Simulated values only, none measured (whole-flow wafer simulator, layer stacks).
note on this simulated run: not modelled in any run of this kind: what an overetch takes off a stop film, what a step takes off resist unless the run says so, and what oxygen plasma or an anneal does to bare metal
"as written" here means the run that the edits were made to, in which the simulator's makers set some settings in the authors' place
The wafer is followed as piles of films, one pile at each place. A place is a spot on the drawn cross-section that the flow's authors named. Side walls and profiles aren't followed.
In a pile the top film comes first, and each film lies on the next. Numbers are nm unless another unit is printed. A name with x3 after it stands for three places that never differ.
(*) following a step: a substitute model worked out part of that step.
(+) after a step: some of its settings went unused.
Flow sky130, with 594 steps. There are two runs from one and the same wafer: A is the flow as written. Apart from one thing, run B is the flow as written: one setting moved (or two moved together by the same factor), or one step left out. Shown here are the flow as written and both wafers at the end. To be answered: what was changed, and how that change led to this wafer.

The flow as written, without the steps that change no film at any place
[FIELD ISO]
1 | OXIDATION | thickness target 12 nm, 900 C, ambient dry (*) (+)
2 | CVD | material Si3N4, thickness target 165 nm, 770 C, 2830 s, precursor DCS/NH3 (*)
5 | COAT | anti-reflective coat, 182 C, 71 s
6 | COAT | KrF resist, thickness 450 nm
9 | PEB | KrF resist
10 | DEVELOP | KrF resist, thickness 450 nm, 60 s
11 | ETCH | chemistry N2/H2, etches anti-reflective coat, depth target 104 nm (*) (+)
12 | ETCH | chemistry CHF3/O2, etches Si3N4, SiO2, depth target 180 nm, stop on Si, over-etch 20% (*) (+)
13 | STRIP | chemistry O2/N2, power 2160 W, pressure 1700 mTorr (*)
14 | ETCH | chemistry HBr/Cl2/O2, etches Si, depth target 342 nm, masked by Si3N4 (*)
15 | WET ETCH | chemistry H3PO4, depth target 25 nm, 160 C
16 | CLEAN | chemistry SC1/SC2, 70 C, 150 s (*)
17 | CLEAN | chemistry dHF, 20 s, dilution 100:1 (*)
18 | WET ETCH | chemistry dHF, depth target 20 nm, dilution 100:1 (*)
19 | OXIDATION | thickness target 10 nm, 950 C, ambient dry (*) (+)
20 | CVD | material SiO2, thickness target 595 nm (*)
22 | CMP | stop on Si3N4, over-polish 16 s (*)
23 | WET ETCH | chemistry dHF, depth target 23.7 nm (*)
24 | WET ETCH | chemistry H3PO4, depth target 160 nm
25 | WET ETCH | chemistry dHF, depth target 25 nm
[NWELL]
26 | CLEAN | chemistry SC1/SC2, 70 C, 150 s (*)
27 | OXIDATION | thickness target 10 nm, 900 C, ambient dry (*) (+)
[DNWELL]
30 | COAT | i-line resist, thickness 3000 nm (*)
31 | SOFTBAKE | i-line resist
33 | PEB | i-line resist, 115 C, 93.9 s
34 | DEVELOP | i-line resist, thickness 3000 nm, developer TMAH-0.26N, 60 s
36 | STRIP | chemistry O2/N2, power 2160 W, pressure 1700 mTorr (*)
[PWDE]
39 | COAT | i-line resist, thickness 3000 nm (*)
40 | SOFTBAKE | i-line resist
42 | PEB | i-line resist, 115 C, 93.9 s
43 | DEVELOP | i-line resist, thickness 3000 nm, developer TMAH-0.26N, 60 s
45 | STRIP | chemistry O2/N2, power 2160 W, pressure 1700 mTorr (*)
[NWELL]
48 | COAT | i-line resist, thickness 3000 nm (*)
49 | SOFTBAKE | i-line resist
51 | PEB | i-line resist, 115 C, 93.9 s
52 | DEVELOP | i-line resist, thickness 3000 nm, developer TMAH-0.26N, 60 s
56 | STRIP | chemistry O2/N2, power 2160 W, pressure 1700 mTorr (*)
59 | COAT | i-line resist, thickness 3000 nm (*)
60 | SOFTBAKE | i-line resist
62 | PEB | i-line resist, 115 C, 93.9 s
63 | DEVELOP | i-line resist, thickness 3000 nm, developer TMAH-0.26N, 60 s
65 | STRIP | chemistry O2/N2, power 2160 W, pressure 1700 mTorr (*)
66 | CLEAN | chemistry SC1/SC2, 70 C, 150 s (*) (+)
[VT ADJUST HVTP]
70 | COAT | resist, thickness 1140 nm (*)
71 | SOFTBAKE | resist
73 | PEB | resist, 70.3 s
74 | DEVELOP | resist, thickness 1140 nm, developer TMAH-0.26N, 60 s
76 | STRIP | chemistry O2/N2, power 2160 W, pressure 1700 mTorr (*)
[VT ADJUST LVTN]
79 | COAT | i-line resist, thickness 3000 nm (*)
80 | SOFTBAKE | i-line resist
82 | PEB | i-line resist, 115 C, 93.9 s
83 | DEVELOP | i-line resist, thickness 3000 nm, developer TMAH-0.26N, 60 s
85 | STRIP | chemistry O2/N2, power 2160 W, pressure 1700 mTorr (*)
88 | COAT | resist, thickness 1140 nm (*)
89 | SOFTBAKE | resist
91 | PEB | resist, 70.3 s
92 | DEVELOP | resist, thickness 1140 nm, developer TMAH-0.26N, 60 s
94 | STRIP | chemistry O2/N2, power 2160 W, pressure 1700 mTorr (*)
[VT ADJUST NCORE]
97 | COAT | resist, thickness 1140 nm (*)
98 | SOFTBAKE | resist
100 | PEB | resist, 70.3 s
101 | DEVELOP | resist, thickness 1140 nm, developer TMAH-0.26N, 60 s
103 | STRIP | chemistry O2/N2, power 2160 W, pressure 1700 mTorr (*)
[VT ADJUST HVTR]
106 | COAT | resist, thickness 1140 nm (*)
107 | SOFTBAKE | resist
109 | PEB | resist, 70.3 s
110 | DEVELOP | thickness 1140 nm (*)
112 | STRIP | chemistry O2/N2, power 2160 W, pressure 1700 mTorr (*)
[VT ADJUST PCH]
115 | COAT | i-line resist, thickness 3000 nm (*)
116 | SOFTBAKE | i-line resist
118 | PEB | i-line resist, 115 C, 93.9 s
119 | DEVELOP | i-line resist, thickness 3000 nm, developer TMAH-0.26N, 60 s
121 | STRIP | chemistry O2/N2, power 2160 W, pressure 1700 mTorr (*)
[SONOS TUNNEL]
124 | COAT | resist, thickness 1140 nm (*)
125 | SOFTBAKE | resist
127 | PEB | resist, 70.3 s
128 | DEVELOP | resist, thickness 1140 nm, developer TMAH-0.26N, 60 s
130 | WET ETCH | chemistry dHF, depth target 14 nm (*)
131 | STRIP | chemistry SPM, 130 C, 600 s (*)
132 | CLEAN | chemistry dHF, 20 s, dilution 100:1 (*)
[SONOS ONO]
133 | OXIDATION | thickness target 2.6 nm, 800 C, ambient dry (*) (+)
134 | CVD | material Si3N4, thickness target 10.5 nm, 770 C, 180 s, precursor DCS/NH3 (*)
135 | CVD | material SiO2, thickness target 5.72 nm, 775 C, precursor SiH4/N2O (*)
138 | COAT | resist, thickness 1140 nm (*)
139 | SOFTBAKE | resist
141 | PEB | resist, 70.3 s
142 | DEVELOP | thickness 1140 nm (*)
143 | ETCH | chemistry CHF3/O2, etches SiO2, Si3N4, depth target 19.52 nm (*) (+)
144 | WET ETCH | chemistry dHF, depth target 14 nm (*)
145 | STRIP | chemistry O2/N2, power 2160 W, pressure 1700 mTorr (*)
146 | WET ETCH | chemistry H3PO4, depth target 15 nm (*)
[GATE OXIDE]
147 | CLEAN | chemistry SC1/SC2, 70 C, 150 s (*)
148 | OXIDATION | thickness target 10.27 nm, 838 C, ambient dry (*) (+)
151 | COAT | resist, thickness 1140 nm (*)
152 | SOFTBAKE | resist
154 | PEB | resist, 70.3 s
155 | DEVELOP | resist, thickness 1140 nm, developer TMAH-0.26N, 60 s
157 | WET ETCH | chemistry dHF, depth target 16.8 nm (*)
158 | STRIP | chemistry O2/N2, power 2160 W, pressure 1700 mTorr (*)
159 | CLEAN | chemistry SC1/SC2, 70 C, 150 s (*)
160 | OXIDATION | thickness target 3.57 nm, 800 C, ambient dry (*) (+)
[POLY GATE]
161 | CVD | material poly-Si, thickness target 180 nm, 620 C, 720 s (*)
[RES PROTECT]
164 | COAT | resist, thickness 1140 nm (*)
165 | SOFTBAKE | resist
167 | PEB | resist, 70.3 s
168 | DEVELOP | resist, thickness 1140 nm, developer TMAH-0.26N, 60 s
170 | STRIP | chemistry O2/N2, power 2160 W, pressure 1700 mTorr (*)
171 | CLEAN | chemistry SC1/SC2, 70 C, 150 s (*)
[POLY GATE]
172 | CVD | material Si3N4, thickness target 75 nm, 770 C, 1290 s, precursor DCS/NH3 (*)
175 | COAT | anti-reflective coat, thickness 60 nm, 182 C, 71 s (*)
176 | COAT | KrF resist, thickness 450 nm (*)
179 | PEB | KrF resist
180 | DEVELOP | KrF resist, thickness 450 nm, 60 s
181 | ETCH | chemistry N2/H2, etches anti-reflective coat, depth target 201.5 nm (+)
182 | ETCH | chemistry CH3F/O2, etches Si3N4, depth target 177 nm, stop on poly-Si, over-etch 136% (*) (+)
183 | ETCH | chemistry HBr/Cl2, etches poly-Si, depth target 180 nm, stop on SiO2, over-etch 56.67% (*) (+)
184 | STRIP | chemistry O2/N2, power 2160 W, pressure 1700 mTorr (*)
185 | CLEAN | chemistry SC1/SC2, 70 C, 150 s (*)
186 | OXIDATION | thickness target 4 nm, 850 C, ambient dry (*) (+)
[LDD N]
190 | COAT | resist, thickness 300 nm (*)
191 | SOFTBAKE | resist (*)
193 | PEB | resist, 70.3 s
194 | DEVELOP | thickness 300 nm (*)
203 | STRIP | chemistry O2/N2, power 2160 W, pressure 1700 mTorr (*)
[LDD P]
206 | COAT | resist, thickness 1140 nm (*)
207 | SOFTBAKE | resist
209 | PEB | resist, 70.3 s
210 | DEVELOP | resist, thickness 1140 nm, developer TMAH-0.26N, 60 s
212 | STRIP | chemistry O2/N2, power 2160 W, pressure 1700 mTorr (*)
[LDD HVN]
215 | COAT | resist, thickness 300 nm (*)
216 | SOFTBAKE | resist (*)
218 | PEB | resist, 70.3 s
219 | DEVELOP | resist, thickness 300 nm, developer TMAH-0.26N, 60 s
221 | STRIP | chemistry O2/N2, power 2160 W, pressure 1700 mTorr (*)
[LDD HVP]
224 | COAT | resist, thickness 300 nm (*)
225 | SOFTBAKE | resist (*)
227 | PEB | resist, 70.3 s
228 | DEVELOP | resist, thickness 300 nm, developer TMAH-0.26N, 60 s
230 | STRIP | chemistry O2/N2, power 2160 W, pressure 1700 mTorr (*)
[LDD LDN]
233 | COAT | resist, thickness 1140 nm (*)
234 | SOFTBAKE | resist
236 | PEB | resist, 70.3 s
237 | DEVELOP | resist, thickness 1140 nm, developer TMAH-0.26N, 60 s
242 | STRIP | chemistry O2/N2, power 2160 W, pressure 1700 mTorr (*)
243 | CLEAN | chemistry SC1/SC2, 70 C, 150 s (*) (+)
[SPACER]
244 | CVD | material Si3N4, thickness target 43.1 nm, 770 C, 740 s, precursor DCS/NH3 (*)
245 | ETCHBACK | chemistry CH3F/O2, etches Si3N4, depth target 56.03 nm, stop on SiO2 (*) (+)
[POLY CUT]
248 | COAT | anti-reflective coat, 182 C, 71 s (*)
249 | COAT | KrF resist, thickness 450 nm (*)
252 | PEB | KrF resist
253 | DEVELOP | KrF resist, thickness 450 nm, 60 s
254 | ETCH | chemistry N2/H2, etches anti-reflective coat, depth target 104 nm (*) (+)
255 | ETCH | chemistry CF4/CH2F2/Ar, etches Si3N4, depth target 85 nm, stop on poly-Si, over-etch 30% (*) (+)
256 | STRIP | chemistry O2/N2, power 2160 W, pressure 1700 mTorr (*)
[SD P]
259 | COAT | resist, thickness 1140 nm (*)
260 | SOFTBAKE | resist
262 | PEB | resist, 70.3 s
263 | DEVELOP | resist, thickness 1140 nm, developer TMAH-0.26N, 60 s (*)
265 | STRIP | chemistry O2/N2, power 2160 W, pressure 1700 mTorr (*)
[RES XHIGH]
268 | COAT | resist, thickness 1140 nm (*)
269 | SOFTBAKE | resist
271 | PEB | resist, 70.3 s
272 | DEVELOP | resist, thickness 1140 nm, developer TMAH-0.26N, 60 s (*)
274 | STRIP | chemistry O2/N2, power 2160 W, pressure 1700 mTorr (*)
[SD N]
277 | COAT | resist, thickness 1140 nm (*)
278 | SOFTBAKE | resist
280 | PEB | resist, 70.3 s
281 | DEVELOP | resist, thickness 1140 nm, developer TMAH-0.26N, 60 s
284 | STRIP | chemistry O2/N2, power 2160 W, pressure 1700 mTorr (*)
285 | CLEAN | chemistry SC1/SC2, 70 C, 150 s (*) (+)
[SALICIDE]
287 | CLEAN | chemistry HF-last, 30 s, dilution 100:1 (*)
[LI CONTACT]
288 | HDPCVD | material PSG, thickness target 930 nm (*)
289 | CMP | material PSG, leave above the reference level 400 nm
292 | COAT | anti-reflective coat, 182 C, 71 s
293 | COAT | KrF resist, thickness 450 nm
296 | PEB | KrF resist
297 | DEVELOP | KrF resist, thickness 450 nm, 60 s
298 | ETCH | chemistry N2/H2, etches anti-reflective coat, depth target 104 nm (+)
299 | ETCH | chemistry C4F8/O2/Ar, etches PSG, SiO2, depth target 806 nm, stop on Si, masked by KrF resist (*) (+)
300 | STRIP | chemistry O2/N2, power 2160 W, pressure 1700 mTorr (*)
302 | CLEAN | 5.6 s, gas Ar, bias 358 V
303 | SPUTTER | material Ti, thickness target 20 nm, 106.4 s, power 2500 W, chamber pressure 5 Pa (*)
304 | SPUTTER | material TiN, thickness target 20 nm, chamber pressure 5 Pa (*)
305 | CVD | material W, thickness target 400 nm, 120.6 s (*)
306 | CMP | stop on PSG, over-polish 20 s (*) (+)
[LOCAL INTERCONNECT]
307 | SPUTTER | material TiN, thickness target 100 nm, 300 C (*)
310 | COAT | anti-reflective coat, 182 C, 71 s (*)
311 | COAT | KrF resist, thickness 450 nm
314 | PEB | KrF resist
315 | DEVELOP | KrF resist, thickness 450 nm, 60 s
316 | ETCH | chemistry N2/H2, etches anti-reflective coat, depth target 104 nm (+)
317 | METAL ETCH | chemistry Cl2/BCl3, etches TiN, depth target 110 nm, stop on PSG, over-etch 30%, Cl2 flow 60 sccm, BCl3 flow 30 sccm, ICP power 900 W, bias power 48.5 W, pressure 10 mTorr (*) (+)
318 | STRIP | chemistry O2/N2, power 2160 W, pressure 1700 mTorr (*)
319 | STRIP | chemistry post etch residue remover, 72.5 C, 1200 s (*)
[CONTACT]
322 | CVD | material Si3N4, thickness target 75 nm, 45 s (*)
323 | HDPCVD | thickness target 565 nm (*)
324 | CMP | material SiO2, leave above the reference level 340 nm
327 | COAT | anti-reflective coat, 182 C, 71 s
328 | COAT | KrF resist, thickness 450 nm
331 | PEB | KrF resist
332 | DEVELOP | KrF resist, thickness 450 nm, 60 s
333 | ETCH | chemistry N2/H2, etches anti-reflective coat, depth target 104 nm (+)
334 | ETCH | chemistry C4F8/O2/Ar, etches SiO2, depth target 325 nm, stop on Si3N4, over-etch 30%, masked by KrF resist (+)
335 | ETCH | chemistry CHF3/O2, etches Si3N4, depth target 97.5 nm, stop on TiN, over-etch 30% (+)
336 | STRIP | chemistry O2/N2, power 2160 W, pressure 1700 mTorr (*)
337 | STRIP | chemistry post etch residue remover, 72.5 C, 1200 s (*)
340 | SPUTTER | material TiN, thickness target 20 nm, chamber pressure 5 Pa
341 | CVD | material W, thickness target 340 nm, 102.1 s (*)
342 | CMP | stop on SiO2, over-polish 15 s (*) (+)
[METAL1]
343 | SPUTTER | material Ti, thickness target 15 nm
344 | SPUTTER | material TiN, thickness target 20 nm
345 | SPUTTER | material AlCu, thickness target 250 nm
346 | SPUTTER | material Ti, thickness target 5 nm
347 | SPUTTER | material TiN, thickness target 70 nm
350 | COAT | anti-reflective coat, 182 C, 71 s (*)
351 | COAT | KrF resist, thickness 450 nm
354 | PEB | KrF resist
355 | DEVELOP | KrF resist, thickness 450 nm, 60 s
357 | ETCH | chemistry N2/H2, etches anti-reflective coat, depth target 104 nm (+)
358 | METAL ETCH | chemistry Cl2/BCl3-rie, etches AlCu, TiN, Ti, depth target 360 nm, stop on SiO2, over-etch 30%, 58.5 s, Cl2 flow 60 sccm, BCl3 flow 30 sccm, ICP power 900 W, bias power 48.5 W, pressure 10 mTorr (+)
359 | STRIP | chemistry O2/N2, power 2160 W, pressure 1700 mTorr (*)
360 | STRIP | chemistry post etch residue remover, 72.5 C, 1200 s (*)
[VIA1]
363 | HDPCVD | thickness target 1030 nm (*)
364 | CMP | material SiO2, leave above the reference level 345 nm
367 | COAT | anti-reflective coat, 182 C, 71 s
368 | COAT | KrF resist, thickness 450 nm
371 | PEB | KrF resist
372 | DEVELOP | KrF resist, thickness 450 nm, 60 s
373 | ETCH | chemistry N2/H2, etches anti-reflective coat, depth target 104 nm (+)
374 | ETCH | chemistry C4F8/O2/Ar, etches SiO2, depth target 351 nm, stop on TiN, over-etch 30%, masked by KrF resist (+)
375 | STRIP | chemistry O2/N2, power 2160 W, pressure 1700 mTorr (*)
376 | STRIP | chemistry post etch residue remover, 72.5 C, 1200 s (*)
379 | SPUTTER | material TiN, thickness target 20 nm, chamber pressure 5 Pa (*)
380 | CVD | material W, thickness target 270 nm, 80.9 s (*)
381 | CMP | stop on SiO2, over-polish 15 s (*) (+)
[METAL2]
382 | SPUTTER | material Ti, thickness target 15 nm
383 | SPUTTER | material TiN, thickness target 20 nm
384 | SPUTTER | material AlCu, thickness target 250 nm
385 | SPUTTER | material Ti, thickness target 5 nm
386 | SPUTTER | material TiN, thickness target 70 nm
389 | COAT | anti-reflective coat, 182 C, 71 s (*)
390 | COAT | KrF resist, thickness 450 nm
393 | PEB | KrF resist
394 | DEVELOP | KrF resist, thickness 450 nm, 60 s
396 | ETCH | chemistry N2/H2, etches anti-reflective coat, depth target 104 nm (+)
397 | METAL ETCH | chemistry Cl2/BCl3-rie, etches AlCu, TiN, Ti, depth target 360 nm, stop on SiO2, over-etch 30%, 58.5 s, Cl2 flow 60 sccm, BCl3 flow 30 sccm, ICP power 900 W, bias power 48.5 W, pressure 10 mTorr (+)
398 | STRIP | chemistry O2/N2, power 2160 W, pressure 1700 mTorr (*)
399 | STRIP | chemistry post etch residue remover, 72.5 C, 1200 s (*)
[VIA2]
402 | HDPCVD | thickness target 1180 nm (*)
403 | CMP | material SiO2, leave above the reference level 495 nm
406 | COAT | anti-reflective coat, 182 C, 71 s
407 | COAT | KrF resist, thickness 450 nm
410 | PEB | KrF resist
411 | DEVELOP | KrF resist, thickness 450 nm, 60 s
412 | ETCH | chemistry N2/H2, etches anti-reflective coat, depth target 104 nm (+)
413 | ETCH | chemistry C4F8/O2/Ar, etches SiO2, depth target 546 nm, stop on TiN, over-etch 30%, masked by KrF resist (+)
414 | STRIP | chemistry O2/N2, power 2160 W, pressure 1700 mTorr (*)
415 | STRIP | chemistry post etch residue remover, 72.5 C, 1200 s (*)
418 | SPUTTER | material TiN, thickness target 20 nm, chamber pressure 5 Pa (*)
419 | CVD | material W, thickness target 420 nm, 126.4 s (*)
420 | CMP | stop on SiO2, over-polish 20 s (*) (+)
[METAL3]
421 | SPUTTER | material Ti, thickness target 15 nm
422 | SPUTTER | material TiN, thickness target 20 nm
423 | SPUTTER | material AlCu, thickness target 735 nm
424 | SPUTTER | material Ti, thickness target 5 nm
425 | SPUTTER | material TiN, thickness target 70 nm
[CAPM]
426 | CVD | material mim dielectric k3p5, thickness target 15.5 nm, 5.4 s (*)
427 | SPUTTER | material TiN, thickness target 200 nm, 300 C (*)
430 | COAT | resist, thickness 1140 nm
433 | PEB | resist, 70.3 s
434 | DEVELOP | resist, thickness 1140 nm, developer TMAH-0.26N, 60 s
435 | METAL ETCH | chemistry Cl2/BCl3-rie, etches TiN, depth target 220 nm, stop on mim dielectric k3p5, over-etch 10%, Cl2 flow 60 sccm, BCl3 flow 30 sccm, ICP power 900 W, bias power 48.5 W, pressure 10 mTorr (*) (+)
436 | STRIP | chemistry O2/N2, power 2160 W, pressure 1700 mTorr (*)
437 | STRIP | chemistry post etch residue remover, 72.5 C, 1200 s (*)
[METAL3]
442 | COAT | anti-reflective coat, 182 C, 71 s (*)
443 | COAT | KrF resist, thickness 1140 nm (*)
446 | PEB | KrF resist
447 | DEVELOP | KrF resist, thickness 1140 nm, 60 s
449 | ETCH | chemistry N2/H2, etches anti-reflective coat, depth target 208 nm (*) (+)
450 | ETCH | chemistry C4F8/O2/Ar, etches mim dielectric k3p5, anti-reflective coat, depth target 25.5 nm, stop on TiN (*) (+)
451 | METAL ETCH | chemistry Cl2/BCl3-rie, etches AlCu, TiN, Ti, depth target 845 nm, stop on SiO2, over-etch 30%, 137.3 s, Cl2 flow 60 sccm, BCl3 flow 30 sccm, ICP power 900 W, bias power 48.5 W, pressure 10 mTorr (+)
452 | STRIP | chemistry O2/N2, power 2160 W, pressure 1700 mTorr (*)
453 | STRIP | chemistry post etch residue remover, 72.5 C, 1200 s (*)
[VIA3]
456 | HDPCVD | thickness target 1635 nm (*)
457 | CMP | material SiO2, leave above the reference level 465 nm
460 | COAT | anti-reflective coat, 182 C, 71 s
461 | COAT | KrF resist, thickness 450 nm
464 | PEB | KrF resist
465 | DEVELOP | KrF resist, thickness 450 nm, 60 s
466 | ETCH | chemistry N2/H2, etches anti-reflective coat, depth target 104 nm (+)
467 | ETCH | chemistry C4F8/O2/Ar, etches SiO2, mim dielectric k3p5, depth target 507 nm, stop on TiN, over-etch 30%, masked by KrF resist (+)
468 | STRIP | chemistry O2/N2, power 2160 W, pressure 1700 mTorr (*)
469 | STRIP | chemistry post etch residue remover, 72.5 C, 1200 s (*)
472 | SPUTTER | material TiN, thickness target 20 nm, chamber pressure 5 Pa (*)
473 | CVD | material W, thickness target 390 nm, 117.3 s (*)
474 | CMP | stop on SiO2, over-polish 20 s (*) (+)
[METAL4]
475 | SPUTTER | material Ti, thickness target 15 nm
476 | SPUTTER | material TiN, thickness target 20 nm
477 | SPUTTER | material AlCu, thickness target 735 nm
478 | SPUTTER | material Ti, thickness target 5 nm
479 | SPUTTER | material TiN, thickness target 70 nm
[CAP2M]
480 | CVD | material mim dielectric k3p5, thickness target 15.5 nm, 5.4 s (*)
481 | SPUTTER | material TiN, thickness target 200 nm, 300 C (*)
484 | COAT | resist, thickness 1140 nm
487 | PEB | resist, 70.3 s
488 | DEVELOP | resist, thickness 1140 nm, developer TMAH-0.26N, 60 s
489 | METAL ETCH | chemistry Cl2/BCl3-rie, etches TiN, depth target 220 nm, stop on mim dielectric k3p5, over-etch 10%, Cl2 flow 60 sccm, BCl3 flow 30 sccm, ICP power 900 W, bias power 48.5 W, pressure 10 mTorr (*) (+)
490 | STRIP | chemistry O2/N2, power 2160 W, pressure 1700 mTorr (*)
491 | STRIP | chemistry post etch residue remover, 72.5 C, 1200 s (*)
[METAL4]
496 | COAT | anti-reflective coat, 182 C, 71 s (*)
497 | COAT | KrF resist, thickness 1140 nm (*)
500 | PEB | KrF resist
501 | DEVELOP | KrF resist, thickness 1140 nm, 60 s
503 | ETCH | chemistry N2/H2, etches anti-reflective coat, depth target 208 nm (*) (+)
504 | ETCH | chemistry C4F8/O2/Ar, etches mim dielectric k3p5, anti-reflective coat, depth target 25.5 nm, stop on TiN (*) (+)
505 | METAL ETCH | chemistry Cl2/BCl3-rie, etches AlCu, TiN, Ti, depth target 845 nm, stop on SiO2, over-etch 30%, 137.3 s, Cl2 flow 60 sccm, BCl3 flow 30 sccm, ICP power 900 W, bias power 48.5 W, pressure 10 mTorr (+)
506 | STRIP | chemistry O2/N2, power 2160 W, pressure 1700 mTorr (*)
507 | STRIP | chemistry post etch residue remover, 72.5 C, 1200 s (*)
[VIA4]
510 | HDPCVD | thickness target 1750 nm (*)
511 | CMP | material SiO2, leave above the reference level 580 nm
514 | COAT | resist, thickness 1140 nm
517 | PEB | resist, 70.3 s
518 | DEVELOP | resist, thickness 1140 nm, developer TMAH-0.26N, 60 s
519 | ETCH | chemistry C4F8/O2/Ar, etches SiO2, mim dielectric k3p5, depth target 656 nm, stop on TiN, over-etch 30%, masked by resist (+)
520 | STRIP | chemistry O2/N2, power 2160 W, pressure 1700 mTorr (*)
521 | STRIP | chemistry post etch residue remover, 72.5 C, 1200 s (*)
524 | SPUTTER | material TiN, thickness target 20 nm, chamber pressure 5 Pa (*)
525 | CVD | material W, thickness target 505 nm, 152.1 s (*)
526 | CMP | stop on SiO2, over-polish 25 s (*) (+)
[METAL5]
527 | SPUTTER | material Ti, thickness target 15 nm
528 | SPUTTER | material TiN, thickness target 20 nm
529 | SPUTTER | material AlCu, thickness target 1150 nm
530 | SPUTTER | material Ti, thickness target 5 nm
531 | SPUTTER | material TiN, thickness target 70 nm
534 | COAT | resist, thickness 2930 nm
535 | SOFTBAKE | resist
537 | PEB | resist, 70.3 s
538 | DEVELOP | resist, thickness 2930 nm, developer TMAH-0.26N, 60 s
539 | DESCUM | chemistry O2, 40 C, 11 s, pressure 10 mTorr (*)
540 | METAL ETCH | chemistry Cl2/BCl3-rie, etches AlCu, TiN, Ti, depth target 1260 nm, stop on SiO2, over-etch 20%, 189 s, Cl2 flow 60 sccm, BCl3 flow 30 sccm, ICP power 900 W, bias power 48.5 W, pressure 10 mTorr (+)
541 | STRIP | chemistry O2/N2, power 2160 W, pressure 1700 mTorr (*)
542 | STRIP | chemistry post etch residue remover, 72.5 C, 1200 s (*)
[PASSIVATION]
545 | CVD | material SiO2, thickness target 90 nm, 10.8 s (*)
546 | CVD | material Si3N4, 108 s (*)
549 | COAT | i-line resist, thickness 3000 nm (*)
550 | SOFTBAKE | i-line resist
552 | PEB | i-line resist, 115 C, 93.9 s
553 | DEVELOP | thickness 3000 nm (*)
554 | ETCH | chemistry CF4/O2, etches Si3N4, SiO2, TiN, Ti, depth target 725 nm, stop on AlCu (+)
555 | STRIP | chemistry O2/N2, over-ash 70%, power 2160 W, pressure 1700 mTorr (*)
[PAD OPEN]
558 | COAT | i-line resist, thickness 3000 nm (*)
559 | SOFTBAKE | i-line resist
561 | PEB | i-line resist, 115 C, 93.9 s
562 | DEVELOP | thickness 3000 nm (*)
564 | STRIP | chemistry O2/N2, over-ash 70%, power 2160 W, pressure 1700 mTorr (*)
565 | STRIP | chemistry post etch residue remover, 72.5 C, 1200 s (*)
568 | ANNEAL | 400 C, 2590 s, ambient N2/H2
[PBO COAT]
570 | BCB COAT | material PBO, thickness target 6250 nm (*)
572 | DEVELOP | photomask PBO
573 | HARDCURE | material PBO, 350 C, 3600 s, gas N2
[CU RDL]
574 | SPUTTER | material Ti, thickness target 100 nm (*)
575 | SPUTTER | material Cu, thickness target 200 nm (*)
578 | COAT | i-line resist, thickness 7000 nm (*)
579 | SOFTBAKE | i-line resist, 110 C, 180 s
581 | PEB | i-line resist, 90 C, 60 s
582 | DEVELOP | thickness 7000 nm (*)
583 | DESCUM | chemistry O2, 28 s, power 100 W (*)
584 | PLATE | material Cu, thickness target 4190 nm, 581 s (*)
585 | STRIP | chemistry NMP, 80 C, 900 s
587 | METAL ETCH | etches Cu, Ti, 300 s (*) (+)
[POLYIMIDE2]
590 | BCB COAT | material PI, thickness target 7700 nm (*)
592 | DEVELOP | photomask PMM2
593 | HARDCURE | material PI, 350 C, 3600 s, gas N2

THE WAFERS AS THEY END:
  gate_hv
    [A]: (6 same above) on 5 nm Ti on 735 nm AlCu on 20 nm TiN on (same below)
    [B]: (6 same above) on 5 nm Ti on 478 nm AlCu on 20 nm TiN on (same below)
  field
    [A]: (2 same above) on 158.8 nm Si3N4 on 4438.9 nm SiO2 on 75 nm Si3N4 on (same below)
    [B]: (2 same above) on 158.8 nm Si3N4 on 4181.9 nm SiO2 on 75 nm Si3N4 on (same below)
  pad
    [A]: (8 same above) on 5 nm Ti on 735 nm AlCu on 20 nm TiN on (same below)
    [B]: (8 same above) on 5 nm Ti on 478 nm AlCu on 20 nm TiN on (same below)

The reason: step 477, SPUTTER: thickness target 478 nm was run, though the flow has thickness target 735 nm.
The wafer lets one read it off: gate_hv has AlCu 478, and step 477 as written asks for 735 nm.

Step by step, how the change led to this:
  477 | SPUTTER | material AlCu, thickness target 735 nm
      field, active, n_well and 189 more: A +735 AlCu (new film) | B +478 AlCu (new film)
  505 | METAL ETCH | chemistry Cl2/BCl3-rie, etches AlCu, TiN, Ti, depth target 845 nm, stop on SiO2, over-etch 30%, 137.3 s, Cl2 flow 60 sccm, BCl3 flow 30 sccm, ICP power 900 W, bias power 48.5 W, pressure 10 mTorr (+)
      field, gate, spacer and 68 more: A -70 TiN (all of it), -5 Ti (all of it), -735 AlCu (all of it), -20 TiN (all of it), -15 Ti (all of it), -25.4 SiO2 | B -70 TiN (all of it), -5 Ti (all of it), -478 AlCu (all of it), -20 TiN (all of it), -15 Ti (all of it), -51.1 SiO2
      active, vpp_iso1, mim_edge_plate and 13 more: A -70 TiN (all of it), -5 Ti (all of it), -735 AlCu (all of it), -20 TiN (all of it), -15 Ti (all of it), -25.3 SiO2 | B -70 TiN (all of it), -5 Ti (all of it), -478 AlCu (all of it), -20 TiN (all of it), -15 Ti (all of it), -51.1 SiO2
      (as well as at 1 more place)
  511 | CMP | material SiO2, leave above the reference level 580 nm
      field, gate, spacer and 61 more: A -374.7 SiO2 | B -605.9 SiO2
      active, vpp_ln, vpp_iso2 and 13 more: A -374.7 SiO2 | B -606 SiO2
      (as well as at 8 more places)
